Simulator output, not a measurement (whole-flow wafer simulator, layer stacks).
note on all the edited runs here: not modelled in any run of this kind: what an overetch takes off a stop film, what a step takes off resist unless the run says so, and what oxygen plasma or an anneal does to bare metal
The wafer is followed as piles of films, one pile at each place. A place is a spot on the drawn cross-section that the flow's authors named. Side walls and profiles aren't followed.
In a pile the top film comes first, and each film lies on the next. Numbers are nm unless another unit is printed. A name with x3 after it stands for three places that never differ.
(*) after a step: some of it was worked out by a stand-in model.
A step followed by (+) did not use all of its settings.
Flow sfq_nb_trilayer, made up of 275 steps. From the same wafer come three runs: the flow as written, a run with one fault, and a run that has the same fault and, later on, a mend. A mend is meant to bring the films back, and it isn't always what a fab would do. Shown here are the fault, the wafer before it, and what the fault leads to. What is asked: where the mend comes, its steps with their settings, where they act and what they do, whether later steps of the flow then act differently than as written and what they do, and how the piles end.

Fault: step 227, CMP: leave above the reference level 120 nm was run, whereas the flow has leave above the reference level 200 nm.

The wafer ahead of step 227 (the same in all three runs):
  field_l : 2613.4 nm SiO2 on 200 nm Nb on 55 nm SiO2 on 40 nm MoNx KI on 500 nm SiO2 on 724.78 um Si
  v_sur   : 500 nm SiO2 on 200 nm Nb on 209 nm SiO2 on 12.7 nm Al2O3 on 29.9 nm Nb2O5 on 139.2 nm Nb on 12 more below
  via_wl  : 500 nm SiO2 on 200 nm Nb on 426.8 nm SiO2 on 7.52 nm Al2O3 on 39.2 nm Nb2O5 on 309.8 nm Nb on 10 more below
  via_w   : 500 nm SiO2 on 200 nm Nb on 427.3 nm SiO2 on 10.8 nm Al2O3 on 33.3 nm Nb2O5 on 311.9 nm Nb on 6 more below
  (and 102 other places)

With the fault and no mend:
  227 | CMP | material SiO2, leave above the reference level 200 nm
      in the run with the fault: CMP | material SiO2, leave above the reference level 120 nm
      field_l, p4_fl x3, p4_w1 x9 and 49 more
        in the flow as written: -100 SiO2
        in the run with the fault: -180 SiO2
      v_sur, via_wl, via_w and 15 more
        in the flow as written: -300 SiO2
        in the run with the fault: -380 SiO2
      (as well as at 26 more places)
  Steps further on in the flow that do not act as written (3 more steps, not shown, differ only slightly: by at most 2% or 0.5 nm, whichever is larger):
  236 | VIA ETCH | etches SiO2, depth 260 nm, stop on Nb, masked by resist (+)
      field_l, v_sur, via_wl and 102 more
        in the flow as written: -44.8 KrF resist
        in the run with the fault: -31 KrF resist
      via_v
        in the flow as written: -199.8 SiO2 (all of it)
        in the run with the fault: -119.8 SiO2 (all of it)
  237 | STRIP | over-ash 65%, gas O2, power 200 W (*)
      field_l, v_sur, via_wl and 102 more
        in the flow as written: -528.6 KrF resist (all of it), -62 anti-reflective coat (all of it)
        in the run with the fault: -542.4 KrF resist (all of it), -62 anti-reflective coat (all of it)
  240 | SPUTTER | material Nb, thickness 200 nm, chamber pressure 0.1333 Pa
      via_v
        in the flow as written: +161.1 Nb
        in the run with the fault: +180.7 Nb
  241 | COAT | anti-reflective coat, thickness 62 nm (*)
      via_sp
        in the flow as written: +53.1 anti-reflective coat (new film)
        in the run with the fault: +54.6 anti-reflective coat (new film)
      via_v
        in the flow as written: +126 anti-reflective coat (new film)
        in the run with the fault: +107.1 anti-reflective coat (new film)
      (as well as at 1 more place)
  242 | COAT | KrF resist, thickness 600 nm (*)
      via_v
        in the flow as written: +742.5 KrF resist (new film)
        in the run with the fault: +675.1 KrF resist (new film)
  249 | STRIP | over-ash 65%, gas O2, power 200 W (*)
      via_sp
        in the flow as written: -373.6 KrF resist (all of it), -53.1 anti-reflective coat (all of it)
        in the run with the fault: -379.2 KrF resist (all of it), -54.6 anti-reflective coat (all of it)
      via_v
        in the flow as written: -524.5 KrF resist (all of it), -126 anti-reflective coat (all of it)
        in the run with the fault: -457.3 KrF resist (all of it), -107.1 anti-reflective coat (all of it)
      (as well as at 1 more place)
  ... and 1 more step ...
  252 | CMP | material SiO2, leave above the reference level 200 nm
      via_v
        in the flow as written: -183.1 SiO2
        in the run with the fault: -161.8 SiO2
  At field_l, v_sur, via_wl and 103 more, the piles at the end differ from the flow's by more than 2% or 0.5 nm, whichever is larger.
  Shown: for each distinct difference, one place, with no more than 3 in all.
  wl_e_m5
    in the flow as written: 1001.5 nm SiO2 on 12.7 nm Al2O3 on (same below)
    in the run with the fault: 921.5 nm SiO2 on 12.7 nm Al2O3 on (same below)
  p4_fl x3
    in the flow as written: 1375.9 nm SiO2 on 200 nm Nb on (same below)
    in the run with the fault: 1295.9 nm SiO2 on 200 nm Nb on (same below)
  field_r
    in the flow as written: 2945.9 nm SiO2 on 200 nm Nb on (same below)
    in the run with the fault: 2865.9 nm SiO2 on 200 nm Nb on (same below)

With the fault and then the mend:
  The mend stands after step 228.
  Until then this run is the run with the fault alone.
  228a | PECVD | material SiO2, thickness 80 nm, 150 C, 17.78 s, RF power 183.3 W, pressure 2.4 Torr, precursor SiH4/N2O (a further turn of the flow's step 226, with different settings)
      field_l, v_sur, via_wl and 103 more
        +80 SiO2
  None of the later steps of the flow acts differently than as written at any place that is followed.
  At every place that both follow, the piles at the end match the flow's.
